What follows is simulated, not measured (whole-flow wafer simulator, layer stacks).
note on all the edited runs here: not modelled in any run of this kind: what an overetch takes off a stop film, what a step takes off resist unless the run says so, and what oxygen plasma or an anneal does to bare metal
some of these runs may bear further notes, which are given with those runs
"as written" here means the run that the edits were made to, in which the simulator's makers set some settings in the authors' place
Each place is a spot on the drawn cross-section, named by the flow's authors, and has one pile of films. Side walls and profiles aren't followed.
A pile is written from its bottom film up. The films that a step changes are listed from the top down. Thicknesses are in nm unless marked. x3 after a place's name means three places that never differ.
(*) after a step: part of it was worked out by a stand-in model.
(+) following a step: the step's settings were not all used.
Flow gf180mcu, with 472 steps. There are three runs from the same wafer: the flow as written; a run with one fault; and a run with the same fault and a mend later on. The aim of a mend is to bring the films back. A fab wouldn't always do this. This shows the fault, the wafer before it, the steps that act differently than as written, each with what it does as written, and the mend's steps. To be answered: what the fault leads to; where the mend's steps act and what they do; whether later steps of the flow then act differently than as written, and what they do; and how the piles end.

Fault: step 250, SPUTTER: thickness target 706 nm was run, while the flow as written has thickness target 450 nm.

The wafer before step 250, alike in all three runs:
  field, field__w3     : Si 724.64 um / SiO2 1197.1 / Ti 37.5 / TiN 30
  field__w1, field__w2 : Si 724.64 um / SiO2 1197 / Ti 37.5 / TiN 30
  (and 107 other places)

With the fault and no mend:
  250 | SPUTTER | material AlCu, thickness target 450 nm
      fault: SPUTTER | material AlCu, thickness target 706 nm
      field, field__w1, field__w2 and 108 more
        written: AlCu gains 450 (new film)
        fault: AlCu gains 706 (new film)
  Steps later in the flow that act otherwise than as written:
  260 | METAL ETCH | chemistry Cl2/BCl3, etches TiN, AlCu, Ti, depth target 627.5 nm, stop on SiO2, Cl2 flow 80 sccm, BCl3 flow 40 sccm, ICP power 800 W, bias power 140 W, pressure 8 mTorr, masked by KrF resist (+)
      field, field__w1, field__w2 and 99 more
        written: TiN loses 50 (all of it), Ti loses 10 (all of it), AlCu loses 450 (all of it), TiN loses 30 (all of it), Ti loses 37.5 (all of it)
        fault: TiN loses 50 (all of it), Ti loses 10 (all of it), AlCu loses 567.5
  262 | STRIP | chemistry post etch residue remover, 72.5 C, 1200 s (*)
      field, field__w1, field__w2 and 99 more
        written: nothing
        fault: AlCu loses 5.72
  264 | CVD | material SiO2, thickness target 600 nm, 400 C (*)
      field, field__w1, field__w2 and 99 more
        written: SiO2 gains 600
        fault: SiO2 gains 600 (new film)
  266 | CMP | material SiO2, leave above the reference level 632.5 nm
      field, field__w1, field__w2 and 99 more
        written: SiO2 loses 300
        fault: SiO2 loses 244.3
  At field, field__w1, field__w2 and 109 more, the piles at the end differ from the flow's by more than 2% or 0.5 nm, whichever is larger.
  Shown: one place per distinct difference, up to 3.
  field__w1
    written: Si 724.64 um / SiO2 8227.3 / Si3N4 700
    fault: Si 724.64 um / SiO2 1197 / Ti 37.5 / TiN 30 / AlCu 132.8 / SiO2 7086 / Si3N4 700
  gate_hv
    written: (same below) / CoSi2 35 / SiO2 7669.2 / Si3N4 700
    fault: (same below) / CoSi2 35 / SiO2 638.9 / Ti 37.5 / TiN 30 / AlCu 132.8 / SiO2 7086 / Si3N4 700
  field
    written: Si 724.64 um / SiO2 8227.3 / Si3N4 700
    fault: Si 724.64 um / SiO2 1197.1 / Ti 37.5 / TiN 30 / AlCu 132.8 / SiO2 7086 / Si3N4 700

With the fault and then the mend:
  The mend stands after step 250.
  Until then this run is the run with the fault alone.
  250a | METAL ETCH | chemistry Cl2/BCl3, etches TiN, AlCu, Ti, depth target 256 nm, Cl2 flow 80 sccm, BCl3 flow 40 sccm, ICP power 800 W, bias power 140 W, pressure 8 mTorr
      field, field__w1, field__w2 and 108 more
        AlCu loses 256
  Later steps of the flow that are run all act as written at every place that is followed.
  At every place that both follow, the piles at the end match the flow's.
